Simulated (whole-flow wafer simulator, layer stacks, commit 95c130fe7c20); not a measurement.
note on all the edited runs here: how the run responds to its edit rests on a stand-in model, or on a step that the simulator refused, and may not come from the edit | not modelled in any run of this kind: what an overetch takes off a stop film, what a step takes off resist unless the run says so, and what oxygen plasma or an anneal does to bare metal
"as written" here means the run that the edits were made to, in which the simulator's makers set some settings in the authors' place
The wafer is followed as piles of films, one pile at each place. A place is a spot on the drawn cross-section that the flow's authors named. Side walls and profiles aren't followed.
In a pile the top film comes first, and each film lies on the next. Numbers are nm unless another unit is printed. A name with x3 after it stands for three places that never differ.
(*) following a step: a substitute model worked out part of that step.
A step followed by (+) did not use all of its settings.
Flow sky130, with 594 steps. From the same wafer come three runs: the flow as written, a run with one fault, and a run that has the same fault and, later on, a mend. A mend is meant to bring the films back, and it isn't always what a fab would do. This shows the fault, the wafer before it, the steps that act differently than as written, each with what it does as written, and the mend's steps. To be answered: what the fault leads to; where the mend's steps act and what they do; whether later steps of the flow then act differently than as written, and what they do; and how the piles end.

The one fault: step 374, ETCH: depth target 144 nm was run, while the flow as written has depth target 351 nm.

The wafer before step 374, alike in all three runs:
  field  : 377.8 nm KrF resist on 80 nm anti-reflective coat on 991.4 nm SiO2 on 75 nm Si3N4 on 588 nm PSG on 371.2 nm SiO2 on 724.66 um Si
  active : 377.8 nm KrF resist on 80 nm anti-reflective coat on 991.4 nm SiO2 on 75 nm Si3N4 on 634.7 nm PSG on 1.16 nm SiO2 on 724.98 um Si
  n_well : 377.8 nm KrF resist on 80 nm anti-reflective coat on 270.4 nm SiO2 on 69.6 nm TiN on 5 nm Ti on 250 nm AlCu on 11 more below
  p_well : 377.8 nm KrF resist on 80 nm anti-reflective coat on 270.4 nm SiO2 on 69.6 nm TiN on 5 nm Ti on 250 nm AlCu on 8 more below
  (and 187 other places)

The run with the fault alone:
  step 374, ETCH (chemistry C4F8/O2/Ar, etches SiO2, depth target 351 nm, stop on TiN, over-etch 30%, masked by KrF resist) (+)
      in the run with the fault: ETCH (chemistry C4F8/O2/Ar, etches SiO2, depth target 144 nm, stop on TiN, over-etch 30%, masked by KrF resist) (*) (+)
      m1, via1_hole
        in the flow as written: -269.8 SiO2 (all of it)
        in the run with the fault: -144 SiO2
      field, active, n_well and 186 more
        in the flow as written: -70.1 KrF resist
        in the run with the fault: -28.8 KrF resist
  Later steps of the flow acting differently than as written (8 more steps, not shown, differ only slightly: by at most 2% or 0.5 nm, whichever is larger):
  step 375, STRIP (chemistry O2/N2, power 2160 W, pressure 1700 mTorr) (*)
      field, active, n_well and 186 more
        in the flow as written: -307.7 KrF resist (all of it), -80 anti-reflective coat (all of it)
        in the run with the fault: -349 KrF resist (all of it), -80 anti-reflective coat (all of it)
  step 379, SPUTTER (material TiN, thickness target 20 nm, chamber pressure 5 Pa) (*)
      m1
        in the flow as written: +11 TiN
        in the run with the fault: +13.7 TiN (new film)
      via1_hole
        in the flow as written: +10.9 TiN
        in the run with the fault: +13.7 TiN (new film)
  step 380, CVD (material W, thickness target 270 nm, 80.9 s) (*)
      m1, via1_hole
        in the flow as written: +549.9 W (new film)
        in the run with the fault: +420.9 W (new film)
  By the end, the piles at m1, via1_hole depart from the flow's by more than 2% or 0.5 nm, whichever is larger.
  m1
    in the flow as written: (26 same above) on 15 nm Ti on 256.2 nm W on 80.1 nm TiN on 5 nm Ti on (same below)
    in the run with the fault: (26 same above) on 15 nm Ti on 127.3 nm W on 13.7 nm TiN on 125.8 nm SiO2 on 69.6 nm TiN on 5 nm Ti on (same below)
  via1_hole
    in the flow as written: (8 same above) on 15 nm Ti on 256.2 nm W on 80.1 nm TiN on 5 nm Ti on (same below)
    in the run with the fault: (8 same above) on 15 nm Ti on 127.3 nm W on 13.7 nm TiN on 125.8 nm SiO2 on 69.6 nm TiN on 5 nm Ti on (same below)

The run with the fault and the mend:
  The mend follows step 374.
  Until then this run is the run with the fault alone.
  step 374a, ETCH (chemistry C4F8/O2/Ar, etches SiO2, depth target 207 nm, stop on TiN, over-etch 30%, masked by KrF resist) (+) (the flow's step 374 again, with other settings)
      field, active, n_well and 186 more
        -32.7 KrF resist
      m1, via1_hole
        -125.8 SiO2 (all of it)
  Later steps of the flow acting differently than as written:
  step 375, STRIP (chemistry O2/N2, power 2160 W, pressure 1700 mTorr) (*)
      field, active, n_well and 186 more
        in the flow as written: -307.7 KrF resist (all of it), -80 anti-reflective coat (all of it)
        in the run with the mend: -316.3 KrF resist (all of it), -80 anti-reflective coat (all of it)
  At every place that both follow, the piles at the end match the flow's.
